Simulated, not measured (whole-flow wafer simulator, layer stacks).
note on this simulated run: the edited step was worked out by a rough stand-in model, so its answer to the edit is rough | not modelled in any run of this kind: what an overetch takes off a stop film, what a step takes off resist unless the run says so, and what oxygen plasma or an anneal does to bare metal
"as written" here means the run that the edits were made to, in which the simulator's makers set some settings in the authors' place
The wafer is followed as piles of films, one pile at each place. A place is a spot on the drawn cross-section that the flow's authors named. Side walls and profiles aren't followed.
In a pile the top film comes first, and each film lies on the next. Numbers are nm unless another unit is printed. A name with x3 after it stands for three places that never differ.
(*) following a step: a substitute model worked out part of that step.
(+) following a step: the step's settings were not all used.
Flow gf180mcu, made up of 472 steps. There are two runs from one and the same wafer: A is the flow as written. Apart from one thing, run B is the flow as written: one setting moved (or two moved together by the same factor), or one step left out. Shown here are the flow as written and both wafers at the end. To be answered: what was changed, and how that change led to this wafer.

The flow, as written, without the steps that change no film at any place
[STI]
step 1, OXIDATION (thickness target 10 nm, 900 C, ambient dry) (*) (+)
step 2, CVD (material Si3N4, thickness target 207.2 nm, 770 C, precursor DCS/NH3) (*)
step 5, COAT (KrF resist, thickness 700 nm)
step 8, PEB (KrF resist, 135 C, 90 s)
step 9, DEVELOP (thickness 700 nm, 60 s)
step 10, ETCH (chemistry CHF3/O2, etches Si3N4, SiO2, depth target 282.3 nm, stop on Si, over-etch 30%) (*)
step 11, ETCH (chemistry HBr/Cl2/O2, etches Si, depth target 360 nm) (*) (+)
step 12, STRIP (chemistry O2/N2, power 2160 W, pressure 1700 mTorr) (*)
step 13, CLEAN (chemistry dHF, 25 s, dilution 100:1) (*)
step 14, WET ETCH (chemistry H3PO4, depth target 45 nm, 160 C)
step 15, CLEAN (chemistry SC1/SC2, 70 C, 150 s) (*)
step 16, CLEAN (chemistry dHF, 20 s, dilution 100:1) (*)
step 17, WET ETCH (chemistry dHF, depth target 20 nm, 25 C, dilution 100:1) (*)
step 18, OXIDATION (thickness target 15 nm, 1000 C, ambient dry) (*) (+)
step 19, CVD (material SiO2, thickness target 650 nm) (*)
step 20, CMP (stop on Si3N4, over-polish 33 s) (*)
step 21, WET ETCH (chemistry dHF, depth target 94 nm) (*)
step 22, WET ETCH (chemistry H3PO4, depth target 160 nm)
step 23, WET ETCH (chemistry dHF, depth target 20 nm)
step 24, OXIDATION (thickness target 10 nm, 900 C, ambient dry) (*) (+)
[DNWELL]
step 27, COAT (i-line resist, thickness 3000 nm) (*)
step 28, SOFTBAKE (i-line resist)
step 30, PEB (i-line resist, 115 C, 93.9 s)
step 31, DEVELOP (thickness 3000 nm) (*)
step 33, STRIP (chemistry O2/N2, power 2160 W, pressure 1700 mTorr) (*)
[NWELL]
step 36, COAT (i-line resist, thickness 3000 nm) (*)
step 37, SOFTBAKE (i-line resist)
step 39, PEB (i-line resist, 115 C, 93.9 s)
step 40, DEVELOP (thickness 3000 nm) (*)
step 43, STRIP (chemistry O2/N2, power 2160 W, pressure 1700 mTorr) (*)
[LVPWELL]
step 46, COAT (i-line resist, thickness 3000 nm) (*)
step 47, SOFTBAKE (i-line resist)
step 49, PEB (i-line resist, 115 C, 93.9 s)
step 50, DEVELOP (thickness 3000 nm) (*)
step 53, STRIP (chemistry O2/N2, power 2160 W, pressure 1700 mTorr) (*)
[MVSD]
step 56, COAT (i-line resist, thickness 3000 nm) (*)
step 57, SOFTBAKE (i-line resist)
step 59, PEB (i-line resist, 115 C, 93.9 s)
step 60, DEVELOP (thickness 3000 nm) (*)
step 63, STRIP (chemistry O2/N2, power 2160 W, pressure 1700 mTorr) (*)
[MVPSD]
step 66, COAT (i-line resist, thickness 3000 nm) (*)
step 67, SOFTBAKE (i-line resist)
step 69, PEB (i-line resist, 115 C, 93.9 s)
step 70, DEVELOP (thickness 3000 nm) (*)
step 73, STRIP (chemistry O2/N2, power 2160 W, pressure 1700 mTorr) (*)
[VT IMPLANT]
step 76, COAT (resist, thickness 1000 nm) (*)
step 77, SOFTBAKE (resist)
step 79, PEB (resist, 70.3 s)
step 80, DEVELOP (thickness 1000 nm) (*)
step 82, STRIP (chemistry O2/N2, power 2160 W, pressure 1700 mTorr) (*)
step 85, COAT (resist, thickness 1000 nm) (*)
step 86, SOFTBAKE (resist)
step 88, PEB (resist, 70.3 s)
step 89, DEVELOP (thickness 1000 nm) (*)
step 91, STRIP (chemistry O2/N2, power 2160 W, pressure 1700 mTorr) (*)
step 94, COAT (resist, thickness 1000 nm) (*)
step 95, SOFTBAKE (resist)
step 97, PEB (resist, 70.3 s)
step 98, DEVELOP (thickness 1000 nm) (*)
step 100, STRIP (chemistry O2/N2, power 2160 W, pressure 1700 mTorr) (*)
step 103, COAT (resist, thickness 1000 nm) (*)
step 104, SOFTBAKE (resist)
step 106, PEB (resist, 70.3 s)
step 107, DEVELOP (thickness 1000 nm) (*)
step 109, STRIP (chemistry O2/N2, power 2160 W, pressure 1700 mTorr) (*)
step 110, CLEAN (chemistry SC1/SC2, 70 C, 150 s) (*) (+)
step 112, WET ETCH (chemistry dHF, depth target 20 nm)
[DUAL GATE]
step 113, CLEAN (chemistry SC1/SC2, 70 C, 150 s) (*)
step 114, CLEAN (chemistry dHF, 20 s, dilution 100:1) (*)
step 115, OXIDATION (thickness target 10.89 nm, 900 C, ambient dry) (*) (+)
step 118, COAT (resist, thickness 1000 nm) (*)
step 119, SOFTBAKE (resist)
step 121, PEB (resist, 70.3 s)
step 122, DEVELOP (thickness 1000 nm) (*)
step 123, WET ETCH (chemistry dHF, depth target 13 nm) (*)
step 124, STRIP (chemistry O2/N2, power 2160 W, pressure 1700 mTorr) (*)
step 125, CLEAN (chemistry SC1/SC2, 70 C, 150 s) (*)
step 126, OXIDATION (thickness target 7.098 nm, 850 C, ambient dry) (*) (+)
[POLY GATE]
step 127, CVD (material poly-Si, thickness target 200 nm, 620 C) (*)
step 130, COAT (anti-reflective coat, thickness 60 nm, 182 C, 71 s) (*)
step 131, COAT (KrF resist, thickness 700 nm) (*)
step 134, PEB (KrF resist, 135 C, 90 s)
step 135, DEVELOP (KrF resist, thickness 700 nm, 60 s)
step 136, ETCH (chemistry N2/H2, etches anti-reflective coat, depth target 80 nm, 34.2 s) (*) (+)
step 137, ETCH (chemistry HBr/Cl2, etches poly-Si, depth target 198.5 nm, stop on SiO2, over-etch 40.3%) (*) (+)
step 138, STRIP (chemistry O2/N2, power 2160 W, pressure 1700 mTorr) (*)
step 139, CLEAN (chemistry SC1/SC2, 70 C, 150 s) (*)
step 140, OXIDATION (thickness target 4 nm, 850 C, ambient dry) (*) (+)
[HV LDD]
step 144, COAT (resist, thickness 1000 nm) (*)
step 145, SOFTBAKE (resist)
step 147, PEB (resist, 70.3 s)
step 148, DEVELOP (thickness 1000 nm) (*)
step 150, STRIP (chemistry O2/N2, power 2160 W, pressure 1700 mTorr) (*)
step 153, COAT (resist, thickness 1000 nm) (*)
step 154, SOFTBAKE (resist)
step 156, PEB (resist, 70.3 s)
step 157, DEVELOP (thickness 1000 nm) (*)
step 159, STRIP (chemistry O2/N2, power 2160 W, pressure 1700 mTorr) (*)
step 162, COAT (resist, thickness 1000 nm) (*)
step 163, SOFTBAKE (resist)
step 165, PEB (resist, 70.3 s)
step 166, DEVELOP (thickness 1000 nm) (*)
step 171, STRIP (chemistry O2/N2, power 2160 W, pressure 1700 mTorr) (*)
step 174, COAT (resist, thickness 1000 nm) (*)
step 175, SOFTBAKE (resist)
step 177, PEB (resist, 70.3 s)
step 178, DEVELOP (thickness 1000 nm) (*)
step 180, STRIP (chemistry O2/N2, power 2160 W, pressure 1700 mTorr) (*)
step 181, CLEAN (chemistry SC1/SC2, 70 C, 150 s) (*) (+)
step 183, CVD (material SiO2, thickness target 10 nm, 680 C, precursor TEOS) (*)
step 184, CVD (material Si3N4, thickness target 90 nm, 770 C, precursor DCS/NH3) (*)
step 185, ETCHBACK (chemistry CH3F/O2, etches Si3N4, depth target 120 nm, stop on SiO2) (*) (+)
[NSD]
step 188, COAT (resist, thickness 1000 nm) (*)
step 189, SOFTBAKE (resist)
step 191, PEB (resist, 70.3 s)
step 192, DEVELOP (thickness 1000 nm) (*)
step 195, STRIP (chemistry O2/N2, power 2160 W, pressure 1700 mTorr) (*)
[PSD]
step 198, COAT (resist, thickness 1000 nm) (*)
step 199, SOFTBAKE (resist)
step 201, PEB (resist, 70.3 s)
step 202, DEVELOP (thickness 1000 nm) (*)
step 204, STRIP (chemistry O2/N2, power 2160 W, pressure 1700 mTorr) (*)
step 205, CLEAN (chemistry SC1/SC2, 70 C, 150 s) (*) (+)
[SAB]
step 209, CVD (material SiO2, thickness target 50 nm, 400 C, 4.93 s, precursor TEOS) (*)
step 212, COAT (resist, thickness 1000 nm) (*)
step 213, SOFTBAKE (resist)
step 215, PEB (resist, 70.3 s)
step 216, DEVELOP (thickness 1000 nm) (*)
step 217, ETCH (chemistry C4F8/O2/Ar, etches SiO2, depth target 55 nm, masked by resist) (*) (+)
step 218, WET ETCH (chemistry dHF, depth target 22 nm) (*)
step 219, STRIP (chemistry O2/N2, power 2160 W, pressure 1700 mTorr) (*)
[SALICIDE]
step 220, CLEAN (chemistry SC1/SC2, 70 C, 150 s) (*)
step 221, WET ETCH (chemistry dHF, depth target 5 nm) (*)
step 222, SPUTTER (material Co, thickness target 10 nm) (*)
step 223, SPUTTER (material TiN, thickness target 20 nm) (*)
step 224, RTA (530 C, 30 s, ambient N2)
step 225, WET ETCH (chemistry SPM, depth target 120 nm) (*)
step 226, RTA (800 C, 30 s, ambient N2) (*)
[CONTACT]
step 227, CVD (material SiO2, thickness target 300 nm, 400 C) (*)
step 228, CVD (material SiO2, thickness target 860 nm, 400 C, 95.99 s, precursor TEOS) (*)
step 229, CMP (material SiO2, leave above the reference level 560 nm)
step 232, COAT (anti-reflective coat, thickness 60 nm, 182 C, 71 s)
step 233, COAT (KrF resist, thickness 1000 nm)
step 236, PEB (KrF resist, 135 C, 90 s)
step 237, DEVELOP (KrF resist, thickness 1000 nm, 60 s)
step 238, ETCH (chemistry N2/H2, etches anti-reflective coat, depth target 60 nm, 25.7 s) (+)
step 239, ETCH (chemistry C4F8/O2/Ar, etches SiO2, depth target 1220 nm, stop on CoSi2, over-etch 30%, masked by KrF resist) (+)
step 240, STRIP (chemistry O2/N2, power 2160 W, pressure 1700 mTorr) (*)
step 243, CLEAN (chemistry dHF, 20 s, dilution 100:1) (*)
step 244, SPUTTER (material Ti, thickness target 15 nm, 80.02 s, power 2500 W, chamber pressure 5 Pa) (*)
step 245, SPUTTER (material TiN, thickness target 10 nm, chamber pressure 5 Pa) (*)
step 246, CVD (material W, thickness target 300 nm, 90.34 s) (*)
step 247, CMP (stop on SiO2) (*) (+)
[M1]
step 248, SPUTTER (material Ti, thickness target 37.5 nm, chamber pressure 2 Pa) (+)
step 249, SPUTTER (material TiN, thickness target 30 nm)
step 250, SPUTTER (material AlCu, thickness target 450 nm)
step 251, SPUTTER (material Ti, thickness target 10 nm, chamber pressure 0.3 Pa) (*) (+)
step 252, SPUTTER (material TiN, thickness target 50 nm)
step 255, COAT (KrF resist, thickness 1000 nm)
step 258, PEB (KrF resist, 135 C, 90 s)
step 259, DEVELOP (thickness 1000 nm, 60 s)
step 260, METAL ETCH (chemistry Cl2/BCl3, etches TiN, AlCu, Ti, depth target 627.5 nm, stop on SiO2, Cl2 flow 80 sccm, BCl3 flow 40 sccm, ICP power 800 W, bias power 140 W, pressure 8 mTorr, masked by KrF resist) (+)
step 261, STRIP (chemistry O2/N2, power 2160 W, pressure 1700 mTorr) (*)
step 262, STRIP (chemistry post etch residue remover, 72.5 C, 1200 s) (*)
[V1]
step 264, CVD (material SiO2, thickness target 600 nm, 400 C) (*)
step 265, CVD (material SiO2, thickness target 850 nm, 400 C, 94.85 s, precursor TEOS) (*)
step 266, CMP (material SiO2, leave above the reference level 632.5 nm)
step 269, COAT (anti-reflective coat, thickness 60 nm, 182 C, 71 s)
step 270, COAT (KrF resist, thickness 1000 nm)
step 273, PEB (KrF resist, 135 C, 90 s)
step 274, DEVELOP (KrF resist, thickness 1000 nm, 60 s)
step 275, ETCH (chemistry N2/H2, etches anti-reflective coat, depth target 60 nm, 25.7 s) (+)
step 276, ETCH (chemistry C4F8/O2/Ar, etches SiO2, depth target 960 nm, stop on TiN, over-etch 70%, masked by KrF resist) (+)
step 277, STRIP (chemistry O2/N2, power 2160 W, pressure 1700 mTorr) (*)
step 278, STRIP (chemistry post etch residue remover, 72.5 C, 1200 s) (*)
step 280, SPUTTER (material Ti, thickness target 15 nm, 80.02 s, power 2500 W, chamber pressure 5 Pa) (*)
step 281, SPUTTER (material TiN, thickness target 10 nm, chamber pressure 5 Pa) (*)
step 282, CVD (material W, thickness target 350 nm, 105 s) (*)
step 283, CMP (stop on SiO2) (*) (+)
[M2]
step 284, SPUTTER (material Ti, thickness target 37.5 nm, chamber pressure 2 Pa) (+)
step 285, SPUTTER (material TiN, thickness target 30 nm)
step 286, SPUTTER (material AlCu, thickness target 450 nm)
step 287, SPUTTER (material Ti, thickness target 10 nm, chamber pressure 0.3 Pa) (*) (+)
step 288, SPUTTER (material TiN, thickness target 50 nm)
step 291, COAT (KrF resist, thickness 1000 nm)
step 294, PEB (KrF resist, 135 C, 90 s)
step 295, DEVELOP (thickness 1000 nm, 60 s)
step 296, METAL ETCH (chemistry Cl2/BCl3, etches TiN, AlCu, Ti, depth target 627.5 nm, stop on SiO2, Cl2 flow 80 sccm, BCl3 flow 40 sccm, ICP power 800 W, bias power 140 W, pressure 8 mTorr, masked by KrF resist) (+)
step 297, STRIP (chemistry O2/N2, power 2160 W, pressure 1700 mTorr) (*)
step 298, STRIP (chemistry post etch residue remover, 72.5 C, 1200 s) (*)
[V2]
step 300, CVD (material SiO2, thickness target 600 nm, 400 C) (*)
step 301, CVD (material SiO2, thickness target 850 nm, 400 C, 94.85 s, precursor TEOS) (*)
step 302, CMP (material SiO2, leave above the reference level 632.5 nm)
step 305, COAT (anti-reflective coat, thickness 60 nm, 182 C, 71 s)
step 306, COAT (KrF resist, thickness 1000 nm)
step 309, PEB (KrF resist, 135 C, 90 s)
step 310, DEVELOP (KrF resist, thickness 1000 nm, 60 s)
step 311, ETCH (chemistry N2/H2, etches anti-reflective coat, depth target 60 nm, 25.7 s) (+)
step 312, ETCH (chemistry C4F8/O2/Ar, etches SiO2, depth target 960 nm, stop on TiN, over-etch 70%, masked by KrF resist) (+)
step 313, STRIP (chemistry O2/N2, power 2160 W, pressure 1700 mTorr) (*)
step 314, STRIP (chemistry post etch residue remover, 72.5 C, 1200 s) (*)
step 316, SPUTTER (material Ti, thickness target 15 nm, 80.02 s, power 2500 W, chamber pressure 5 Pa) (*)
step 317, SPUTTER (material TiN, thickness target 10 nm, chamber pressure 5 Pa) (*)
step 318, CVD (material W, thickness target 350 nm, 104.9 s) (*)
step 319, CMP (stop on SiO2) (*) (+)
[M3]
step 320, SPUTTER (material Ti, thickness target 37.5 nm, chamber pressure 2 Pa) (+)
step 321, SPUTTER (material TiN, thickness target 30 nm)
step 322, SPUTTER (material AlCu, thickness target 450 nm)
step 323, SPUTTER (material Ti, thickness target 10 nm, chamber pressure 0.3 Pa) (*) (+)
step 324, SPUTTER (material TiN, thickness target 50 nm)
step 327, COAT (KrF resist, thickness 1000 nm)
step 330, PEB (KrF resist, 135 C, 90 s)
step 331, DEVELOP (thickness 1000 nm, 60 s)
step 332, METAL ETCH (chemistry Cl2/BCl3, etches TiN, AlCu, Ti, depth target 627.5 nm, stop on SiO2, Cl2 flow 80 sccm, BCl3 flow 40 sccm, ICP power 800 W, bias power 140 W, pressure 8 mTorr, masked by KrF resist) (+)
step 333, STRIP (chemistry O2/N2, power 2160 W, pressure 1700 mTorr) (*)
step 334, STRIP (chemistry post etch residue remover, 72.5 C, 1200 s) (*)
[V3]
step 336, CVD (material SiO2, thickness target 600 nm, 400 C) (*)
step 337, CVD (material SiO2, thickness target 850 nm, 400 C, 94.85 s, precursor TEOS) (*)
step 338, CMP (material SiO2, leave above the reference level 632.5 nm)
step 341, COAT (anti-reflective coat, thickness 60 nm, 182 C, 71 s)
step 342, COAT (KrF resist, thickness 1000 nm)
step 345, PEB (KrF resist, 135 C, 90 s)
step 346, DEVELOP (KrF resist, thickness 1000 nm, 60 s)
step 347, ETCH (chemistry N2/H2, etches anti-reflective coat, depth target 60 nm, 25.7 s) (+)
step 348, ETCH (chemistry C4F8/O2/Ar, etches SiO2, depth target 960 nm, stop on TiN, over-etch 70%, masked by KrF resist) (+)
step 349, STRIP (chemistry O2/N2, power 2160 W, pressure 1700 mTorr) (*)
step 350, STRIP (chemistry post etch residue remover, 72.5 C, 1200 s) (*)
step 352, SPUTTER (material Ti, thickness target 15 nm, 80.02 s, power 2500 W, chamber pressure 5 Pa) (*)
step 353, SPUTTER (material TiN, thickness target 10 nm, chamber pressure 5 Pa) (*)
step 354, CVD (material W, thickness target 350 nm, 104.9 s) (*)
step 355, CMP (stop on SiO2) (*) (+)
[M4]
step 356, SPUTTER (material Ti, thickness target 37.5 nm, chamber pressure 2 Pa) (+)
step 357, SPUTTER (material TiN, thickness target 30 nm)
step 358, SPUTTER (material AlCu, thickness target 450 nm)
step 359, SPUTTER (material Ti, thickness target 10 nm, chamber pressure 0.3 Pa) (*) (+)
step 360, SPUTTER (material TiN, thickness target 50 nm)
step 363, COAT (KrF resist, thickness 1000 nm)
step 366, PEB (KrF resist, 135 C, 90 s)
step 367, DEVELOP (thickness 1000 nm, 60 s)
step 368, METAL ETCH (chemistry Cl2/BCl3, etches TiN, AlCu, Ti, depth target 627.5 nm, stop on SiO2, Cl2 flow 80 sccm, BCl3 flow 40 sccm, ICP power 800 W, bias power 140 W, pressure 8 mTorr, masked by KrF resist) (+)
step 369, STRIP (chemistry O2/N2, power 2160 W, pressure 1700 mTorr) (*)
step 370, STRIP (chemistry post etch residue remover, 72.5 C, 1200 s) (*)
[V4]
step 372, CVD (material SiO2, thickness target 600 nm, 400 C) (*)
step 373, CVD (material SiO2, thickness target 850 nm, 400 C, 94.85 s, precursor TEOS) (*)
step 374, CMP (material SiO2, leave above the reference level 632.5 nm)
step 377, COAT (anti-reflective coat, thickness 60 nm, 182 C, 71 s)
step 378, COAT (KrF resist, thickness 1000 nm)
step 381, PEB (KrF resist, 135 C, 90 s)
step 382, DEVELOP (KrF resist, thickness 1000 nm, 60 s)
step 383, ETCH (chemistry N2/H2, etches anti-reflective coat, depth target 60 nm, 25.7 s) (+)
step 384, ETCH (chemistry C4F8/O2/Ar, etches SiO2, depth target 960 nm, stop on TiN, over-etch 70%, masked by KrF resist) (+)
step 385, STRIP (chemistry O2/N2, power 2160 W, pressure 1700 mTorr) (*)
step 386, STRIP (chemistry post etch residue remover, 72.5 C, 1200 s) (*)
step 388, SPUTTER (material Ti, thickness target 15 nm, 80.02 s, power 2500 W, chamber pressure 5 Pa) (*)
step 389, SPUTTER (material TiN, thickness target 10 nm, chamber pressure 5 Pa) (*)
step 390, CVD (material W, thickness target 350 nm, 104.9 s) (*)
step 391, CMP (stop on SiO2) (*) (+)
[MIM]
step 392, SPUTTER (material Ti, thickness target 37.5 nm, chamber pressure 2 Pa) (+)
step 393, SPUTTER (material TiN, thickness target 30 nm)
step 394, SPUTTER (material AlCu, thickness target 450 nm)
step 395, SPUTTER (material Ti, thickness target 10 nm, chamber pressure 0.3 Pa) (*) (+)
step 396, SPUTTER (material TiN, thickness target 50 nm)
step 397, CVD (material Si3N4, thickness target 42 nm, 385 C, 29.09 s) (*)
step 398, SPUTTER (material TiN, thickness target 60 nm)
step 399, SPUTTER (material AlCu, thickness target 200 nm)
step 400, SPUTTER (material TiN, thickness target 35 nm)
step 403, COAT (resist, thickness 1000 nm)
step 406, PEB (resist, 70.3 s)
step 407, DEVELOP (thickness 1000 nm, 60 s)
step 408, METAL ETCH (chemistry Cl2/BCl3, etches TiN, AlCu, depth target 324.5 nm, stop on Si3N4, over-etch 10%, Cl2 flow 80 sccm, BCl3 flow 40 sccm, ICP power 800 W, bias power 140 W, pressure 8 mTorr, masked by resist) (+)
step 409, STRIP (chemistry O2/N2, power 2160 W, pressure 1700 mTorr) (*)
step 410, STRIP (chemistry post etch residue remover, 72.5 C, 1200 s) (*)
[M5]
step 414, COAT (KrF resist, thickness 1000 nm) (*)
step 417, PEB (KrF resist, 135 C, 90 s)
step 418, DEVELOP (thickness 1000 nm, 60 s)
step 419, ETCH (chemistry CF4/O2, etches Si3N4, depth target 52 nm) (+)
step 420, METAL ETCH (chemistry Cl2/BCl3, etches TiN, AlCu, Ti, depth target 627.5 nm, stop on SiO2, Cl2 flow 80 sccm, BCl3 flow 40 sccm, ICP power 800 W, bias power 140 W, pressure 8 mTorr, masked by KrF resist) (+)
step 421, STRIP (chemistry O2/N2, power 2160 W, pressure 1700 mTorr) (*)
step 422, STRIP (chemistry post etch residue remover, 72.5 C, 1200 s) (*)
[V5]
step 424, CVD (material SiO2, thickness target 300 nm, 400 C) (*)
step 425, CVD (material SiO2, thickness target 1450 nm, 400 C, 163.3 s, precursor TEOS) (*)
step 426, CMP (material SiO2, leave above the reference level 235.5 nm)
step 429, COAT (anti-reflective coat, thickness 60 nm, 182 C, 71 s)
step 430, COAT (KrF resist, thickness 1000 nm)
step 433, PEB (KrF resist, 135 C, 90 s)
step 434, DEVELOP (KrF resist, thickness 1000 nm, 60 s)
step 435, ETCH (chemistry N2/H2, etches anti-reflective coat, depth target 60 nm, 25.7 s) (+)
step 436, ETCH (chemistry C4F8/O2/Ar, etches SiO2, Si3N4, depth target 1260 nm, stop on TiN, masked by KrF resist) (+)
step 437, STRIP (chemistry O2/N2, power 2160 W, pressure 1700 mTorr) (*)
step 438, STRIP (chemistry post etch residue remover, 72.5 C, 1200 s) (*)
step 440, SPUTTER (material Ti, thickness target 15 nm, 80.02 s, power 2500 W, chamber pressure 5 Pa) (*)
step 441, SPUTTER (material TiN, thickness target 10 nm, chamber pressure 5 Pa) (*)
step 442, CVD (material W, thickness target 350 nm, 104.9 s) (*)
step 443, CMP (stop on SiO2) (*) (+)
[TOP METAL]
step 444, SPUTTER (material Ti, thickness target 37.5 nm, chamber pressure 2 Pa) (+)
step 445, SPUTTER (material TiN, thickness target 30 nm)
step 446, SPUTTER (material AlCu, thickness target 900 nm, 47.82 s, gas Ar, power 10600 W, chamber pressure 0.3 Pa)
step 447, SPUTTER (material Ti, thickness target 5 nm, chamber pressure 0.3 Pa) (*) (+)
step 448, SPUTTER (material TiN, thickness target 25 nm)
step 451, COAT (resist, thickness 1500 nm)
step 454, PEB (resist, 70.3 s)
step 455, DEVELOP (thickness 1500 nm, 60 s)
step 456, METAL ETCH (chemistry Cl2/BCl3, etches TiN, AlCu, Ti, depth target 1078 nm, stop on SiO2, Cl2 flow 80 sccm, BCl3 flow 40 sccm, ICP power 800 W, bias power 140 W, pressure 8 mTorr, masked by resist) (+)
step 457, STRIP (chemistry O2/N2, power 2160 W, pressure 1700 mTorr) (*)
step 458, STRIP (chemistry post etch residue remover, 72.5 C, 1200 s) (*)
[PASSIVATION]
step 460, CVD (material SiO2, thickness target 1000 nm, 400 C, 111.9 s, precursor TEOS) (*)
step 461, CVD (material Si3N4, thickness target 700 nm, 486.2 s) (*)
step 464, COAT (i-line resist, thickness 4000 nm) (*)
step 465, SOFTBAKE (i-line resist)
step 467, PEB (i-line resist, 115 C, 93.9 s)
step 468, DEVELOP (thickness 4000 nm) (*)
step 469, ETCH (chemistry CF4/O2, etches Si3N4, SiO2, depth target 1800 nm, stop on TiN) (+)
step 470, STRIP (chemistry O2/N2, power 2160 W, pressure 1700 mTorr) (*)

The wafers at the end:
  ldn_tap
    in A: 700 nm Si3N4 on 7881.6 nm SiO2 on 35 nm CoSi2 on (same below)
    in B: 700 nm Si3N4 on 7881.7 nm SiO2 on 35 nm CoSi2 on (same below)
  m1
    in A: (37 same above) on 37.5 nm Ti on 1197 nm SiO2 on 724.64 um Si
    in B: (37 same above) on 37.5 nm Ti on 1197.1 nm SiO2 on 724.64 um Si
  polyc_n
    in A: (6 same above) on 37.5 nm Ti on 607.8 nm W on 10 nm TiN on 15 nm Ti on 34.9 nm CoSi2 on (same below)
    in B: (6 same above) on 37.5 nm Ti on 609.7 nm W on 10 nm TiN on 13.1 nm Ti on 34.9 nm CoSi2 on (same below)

What caused this: step 244, SPUTTER: 70.02 s was run, though the flow has 80.02 s.

Step by step, how the change led to this:
  step 244, SPUTTER (material Ti, thickness target 15 nm, 80.02 s, power 2500 W, chamber pressure 5 Pa) (*)
      field, field__w1, field__w2 and 107 more: A +15 Ti (new film) | B +13.1 Ti (new film)
      contact: A +8.55 Ti (new film) | B +7.47 Ti (new film)
  step 247, CMP (stop on SiO2) (*) (+)
      field, field__w1, field__w2 and 105 more: A -300 W (all of it), -10 TiN (all of it), -15 Ti (all of it), -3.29 SiO2 | B -300 W (all of it), -10 TiN (all of it), -13.1 Ti (all of it), -3.27 SiO2
